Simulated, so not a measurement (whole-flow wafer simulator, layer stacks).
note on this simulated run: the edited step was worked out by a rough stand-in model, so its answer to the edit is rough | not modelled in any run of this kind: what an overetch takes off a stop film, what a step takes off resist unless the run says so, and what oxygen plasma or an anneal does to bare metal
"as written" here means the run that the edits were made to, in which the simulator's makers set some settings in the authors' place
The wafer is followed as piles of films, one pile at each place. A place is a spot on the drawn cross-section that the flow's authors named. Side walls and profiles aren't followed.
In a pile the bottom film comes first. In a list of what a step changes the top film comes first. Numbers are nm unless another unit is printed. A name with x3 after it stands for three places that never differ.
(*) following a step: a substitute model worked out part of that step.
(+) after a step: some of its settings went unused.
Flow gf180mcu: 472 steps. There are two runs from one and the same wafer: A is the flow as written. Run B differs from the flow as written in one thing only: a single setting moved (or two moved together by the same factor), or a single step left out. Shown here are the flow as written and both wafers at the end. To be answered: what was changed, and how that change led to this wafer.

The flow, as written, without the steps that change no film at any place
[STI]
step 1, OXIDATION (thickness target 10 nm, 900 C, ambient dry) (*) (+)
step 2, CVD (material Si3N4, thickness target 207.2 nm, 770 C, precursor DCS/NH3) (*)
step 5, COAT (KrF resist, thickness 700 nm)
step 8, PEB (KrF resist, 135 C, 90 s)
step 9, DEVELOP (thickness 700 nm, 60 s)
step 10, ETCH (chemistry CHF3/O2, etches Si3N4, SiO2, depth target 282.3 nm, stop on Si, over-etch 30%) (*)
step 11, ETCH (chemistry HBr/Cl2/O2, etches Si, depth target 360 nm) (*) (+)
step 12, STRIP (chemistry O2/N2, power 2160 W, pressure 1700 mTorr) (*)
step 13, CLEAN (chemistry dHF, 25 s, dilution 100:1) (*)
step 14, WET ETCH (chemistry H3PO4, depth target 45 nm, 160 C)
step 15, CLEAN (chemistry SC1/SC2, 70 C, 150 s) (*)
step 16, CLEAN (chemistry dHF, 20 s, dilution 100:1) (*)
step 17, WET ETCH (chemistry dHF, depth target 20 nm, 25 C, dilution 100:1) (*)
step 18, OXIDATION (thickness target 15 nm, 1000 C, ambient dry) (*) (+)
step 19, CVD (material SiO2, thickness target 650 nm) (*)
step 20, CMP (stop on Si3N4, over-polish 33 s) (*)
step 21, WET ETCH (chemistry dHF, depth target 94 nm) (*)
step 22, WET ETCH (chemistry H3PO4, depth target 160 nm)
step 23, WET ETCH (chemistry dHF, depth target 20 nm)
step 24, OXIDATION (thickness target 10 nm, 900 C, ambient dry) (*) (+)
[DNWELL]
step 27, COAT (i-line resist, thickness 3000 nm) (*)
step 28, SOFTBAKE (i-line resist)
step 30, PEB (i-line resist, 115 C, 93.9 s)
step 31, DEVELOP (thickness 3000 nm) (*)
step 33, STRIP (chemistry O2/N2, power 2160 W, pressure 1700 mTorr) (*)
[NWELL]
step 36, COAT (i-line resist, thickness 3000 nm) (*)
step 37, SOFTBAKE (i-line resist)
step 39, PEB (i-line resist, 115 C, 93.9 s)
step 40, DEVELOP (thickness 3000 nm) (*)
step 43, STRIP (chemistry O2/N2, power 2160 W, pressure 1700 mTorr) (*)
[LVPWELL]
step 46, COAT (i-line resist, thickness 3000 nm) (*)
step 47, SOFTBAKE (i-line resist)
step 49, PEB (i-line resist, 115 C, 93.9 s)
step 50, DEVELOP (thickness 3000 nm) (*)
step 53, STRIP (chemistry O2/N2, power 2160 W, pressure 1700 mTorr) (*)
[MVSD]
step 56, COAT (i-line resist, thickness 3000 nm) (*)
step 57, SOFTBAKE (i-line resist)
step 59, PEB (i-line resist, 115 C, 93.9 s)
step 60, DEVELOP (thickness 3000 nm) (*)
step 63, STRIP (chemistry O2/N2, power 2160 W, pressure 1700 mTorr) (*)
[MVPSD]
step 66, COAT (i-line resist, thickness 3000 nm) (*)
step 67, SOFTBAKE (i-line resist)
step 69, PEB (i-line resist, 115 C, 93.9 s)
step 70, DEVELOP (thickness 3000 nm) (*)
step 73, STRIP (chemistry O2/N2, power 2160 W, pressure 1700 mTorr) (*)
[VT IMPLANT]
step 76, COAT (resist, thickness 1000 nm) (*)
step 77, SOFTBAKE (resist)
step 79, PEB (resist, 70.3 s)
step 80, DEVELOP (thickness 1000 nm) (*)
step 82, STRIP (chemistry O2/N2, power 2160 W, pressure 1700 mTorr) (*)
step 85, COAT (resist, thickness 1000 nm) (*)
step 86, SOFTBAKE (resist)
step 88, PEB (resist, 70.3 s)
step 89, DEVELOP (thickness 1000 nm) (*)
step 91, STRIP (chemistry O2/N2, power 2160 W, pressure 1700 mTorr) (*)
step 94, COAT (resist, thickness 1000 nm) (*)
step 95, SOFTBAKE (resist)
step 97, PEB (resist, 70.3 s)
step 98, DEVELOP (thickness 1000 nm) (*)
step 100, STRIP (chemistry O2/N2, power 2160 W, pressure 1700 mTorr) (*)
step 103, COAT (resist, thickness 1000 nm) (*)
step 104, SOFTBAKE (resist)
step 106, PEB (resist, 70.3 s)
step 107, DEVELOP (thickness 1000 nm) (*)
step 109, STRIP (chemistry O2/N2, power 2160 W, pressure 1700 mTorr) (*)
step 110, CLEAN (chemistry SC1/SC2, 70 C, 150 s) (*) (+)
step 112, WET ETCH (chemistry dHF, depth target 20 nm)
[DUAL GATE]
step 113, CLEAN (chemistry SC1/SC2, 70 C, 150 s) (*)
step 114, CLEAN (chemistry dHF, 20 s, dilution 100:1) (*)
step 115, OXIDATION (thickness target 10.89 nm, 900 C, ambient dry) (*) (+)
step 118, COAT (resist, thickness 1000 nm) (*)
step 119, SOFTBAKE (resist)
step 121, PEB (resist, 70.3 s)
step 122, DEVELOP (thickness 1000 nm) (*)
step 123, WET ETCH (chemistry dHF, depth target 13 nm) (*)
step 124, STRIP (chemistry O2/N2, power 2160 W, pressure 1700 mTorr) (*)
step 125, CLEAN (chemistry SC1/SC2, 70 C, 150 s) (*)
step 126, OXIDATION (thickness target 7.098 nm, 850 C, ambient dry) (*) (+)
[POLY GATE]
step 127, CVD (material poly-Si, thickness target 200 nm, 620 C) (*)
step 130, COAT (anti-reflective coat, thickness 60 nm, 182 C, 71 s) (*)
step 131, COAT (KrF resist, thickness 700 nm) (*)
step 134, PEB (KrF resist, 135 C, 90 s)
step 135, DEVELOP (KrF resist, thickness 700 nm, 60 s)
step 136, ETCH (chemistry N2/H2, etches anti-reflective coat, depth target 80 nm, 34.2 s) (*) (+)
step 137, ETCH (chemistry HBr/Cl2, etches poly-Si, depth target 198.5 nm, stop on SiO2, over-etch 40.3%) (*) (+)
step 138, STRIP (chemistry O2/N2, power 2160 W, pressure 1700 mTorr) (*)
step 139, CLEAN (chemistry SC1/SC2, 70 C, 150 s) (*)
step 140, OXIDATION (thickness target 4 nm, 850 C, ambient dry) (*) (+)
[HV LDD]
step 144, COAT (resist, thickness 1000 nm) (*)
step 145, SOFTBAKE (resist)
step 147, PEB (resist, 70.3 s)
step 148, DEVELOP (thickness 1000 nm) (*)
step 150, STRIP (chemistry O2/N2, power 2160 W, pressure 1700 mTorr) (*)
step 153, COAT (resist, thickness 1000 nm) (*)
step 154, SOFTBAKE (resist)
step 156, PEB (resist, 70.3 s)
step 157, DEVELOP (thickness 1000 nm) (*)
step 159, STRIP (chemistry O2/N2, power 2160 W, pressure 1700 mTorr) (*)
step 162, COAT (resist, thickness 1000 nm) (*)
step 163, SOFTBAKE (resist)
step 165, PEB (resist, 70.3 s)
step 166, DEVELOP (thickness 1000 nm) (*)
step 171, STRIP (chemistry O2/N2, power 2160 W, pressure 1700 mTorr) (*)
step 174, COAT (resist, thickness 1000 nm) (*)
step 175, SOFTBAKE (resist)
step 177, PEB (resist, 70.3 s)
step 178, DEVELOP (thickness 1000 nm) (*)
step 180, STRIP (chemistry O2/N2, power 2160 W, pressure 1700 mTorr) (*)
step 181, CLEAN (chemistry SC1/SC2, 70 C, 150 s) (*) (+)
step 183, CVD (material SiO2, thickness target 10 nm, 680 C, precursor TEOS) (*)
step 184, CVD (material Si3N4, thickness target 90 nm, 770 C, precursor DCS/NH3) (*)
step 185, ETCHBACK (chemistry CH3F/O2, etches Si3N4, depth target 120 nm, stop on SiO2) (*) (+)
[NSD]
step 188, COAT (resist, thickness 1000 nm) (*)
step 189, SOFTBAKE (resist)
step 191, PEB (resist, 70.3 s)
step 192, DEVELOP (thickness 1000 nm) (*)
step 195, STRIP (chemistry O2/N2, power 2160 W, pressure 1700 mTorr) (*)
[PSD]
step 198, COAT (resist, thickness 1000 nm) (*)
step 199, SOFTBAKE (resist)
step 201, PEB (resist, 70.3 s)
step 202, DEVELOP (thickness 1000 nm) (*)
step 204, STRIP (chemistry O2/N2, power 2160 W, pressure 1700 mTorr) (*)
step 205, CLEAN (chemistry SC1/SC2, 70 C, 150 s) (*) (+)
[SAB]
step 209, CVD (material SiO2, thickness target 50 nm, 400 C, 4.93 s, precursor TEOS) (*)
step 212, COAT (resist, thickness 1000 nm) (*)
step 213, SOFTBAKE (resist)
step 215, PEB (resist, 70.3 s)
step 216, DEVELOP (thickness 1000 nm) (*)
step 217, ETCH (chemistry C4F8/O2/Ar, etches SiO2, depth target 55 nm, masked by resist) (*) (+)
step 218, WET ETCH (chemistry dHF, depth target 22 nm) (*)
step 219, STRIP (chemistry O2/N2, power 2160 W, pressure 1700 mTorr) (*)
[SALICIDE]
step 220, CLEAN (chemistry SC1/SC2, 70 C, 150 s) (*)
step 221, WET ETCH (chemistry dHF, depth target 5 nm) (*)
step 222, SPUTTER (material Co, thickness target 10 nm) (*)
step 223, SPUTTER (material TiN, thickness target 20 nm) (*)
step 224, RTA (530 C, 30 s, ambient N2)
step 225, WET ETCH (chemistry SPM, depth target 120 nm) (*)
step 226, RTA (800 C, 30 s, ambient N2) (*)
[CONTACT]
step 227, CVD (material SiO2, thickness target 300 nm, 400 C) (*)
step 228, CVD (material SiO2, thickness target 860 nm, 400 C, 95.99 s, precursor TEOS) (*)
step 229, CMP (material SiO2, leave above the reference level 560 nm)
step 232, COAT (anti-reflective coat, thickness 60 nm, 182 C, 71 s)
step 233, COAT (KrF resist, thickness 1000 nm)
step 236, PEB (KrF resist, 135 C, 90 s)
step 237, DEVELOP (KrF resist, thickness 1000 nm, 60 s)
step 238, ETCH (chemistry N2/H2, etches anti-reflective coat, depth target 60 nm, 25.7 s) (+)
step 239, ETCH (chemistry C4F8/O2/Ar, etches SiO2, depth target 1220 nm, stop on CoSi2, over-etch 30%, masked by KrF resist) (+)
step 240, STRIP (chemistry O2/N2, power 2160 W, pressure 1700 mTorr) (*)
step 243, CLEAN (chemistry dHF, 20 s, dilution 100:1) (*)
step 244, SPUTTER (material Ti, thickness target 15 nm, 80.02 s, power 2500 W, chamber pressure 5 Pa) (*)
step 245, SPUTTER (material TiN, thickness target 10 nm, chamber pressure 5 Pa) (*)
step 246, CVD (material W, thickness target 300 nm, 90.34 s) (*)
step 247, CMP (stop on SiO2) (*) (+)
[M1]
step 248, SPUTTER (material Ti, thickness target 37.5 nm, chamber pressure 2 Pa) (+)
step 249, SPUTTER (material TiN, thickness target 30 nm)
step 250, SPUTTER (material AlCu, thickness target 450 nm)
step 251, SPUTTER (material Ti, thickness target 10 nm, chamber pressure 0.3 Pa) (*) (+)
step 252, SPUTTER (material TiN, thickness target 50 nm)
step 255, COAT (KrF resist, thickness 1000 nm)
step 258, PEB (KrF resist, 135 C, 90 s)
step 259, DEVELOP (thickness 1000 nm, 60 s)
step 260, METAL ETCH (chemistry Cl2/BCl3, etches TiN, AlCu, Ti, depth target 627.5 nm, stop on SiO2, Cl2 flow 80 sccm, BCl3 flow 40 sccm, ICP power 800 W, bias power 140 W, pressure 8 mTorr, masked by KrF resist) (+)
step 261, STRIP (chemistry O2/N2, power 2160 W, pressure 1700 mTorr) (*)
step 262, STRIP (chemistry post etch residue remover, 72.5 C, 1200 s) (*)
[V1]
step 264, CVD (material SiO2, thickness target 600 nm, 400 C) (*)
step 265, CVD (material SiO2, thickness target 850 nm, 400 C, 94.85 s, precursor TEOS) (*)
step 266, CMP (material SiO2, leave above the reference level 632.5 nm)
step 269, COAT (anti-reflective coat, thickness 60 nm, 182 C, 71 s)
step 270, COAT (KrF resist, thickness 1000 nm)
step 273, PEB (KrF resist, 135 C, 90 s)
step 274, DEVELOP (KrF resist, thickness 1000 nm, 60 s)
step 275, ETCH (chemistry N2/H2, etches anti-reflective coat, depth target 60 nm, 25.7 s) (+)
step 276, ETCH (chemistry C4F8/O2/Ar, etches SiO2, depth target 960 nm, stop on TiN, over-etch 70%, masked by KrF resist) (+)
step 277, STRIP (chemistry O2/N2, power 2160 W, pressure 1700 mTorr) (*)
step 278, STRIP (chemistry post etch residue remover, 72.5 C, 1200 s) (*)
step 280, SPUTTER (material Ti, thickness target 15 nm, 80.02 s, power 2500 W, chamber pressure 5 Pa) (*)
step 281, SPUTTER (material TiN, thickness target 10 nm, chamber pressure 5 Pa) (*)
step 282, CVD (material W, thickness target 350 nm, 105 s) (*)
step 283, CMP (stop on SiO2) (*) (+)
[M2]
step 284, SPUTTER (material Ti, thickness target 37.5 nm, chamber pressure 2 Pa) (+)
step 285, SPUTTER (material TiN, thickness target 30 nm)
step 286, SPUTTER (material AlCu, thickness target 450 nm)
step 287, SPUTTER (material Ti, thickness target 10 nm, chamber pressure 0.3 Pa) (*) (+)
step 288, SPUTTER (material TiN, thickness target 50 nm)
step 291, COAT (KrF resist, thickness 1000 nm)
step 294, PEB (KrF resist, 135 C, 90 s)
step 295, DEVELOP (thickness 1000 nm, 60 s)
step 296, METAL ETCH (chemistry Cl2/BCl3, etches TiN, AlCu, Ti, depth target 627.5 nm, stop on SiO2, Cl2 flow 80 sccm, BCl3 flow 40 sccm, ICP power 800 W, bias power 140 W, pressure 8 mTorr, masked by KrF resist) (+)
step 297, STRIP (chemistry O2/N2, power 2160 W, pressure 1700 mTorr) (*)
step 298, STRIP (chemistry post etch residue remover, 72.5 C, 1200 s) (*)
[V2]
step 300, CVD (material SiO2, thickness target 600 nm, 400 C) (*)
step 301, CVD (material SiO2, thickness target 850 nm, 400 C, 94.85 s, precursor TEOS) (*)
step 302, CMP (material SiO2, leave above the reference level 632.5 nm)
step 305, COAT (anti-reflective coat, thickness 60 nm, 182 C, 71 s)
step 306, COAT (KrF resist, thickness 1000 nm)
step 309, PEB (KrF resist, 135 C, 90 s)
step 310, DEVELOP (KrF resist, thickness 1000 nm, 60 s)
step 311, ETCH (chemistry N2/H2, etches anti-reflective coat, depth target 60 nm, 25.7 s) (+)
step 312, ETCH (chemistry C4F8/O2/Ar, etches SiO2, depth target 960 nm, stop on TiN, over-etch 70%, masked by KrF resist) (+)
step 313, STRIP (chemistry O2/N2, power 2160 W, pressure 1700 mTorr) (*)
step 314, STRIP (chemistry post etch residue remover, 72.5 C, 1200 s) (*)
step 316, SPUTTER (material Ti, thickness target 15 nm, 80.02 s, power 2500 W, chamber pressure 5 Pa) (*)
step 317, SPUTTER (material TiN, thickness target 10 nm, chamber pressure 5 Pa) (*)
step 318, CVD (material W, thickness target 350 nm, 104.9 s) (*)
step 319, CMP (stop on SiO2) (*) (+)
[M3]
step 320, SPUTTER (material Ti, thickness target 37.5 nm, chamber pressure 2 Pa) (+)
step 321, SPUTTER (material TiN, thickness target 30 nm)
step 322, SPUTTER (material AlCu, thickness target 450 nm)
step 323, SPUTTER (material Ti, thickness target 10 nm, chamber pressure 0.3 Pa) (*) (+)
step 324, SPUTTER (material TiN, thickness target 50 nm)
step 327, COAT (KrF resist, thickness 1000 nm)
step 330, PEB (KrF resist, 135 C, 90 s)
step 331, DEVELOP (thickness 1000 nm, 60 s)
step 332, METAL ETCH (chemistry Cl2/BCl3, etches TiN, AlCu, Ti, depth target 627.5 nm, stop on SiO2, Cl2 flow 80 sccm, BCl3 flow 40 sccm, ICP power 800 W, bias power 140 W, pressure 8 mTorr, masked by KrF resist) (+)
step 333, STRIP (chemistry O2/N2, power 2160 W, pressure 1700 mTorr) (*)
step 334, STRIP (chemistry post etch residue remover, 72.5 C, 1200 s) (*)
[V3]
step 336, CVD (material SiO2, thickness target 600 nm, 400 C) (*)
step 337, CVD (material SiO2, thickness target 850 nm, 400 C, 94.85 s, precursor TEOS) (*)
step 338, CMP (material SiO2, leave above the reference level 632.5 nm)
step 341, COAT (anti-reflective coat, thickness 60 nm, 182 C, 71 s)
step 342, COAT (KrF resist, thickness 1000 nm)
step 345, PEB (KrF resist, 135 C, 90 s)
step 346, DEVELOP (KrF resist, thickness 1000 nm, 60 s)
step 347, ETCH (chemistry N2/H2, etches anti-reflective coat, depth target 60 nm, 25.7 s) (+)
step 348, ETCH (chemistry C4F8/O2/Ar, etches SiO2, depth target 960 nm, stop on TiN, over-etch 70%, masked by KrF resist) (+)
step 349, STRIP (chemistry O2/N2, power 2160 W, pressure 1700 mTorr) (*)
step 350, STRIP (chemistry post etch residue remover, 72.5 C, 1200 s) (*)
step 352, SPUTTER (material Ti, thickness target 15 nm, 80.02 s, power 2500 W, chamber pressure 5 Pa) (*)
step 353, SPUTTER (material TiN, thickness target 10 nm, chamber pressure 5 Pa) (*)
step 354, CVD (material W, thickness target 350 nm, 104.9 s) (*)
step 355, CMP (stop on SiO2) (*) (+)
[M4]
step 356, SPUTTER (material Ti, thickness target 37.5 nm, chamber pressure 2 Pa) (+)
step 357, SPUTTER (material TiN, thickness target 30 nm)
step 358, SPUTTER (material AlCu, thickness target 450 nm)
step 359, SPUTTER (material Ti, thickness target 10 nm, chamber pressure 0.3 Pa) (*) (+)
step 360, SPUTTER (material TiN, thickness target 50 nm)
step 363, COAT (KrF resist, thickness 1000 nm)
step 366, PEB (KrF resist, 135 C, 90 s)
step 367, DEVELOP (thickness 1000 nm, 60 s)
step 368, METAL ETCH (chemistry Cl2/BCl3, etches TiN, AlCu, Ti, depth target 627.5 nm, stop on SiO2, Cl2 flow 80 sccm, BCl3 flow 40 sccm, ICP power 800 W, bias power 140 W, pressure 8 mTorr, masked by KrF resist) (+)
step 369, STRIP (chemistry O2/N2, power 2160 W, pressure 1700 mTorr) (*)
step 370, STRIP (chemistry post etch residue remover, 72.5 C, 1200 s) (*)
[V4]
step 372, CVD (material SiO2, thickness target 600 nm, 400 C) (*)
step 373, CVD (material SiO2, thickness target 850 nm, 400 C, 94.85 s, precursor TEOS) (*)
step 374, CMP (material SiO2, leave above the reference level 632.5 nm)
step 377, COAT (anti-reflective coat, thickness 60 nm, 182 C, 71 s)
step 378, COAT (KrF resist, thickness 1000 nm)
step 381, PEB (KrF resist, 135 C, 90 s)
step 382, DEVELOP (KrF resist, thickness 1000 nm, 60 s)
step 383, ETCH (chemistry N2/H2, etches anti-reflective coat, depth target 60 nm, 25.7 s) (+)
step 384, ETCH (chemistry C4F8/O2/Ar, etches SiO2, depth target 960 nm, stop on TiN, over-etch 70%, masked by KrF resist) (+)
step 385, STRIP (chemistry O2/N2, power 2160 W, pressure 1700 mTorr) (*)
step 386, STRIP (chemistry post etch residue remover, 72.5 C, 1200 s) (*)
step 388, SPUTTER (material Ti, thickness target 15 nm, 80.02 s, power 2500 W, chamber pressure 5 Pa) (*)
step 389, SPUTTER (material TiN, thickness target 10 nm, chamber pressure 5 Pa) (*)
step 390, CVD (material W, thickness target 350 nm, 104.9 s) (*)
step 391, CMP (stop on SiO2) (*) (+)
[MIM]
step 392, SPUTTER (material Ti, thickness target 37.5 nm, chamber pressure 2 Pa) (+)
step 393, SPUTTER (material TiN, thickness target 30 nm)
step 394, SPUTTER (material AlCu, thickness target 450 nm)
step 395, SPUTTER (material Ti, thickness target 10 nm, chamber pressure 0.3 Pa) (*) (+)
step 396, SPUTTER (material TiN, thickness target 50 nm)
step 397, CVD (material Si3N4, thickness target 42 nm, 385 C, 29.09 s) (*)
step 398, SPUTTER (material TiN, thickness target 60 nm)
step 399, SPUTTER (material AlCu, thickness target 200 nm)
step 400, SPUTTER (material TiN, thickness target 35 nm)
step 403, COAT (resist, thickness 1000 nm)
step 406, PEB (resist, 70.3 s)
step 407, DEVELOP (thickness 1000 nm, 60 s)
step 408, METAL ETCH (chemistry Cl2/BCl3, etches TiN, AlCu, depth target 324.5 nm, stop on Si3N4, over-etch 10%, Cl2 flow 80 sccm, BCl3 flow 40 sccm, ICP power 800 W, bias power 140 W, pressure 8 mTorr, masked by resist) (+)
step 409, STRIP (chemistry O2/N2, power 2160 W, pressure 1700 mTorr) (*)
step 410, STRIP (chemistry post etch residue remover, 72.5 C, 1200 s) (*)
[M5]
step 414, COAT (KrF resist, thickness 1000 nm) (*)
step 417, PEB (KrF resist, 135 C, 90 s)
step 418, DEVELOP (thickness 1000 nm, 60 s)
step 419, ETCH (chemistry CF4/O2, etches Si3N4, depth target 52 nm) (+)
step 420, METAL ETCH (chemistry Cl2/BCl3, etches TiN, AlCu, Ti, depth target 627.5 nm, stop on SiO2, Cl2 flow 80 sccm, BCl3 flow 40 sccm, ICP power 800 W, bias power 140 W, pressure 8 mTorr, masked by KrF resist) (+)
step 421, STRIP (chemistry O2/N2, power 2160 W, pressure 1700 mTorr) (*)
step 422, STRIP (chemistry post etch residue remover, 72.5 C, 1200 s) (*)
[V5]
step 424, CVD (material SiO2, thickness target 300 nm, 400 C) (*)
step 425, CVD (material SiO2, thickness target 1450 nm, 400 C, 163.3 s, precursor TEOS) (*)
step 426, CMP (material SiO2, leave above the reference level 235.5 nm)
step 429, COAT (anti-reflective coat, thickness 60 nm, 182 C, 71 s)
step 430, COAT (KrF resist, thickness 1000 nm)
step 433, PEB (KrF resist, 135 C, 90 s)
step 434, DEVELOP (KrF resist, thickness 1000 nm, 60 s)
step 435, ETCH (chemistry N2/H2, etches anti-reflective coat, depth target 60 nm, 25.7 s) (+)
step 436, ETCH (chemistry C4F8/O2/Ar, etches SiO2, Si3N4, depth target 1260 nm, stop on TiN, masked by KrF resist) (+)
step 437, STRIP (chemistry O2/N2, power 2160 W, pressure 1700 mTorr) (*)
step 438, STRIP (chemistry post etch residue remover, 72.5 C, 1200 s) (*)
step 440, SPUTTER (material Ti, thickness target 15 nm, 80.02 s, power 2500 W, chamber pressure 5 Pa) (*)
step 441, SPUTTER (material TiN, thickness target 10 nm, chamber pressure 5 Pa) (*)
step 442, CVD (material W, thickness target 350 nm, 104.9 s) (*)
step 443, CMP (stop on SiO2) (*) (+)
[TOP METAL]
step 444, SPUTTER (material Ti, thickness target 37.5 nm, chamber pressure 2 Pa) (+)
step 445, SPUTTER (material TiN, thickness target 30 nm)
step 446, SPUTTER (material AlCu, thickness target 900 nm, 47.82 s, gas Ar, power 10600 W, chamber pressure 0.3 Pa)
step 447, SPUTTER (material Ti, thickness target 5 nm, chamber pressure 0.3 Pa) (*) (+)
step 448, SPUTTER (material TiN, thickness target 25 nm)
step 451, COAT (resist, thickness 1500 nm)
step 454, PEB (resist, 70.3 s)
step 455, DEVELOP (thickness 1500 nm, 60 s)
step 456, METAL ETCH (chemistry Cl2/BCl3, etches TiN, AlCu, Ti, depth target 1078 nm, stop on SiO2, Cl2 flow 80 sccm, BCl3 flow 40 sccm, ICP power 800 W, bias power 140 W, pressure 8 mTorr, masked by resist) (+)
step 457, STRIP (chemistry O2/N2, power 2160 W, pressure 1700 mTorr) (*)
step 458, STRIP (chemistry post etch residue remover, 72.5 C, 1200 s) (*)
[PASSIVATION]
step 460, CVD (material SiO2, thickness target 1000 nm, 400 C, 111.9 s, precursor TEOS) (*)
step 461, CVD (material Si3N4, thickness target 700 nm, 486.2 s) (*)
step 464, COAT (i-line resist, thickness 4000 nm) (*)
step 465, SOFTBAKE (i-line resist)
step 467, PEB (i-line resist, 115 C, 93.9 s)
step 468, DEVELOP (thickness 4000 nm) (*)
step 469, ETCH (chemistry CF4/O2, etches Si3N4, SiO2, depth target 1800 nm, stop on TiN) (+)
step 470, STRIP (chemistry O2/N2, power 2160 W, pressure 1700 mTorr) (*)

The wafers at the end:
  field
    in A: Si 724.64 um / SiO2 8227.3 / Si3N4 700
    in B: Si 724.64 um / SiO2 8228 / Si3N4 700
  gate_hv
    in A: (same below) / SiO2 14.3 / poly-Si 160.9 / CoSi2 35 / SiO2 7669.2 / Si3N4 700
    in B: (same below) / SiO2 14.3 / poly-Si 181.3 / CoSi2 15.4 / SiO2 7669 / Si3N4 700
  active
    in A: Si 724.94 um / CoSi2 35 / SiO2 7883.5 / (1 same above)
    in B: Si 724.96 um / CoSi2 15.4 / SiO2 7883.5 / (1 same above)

Cause: step 222, SPUTTER: thickness target 4.4 nm was run, whereas the flow has thickness target 10 nm.

The path from the change to this, step by step:
  step 222, SPUTTER (material Co, thickness target 10 nm) (*)
      field, field__w7, field__w8 and 71 more: A +10 Co (new film) | B +4.4 Co (new film)
      field__w6, field_sub, field_sub__w2: A +9.95 Co (new film) | B +4.38 Co (new film)
      (as well as at 34 more places)
  step 224, RTA (530 C, 30 s, ambient N2)
      gate, gate_hv, gate_p and 22 more: A under 1 film: +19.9 CoSi (new film), -10 Co (all of it), -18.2 poly-Si | B under 1 film: +8.75 CoSi (new film), -4.4 Co (all of it), -8.01 poly-Si
      active, p_well, sd_n and 11 more: A under 1 film: +19.9 CoSi (new film), -10 Co (all of it), -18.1 Si | B under 1 film: +8.75 CoSi (new film), -4.4 Co (all of it), -7.98 Si
      (as well as at 10 more places)
  step 225, WET ETCH (chemistry SPM, depth target 120 nm) (*)
      field, field__w7, field__w8 and 32 more: A -20 TiN (all of it), -10 Co (all of it) | B -20 TiN (all of it), -4.4 Co (all of it)
      field_sub, field_sub__w2: A -19.9 TiN (all of it), -9.95 Co (all of it) | B -19.9 TiN (all of it), -4.38 Co (all of it)
      (as well as at 25 more places)
  step 226, RTA (800 C, 30 s, ambient N2) (*)
      gate, gate_hv, gate_p and 22 more: A +35 CoSi2 (new film), -19.9 CoSi (all of it), -18.2 poly-Si | B +15.4 CoSi2 (new film), -8.75 CoSi (all of it), -8.01 poly-Si
      active, p_well, sd_n and 11 more: A +35 CoSi2 (new film), -19.9 CoSi (all of it), -18.1 Si | B +15.4 CoSi2 (new film), -8.75 CoSi (all of it), -7.98 Si
      (as well as at 10 more places)
